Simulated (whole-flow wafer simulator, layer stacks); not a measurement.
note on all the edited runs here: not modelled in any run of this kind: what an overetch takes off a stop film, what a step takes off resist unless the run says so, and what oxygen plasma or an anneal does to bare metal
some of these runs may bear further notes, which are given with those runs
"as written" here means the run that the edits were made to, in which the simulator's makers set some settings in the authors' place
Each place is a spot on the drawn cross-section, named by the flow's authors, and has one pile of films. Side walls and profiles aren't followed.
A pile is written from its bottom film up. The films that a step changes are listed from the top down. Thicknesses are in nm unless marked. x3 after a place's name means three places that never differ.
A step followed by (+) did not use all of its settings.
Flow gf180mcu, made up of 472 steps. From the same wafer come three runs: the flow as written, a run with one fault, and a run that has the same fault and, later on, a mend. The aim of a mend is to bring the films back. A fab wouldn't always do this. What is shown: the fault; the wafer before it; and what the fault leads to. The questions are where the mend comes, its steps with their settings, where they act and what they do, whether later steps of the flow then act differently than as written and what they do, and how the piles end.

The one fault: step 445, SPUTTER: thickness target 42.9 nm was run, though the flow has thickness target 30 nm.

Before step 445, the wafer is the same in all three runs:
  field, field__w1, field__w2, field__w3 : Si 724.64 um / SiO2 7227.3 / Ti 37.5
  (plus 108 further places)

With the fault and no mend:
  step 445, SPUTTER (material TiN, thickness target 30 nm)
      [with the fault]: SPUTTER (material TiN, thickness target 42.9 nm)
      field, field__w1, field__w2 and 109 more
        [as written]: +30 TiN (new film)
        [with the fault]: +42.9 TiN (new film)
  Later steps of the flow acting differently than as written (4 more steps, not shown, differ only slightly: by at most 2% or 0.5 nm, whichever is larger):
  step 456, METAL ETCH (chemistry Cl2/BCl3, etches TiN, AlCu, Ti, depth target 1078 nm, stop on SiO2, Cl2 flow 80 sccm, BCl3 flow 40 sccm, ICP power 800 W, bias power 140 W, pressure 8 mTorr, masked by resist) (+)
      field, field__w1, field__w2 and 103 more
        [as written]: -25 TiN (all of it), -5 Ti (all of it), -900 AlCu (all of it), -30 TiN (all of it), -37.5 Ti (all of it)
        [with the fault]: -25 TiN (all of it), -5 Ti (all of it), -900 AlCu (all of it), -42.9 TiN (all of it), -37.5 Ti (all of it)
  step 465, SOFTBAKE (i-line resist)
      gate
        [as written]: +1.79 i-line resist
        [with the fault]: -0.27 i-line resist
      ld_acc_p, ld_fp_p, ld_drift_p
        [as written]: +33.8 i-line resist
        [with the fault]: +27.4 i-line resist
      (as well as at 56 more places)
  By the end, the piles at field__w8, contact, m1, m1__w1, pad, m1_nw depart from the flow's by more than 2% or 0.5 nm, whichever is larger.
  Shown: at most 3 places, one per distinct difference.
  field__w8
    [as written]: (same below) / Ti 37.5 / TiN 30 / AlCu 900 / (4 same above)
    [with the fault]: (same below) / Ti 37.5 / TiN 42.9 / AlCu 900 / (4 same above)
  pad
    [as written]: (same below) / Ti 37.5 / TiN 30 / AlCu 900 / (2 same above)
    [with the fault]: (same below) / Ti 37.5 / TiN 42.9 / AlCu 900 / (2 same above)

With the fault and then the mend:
  The mend stands after step 445.
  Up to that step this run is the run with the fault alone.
  step 445a, METAL ETCH (chemistry Cl2/BCl3, etches TiN, AlCu, Ti, depth target 12.9 nm, Cl2 flow 80 sccm, BCl3 flow 40 sccm, ICP power 800 W, bias power 140 W, pressure 8 mTorr) (the flow's step 260, run once more with other settings)
      field, field__w1, field__w2 and 109 more
        -12.9 TiN
  None of the later steps of the flow acts differently than as written at any place that is followed.
  At every place that both follow, the piles at the end match the flow's.
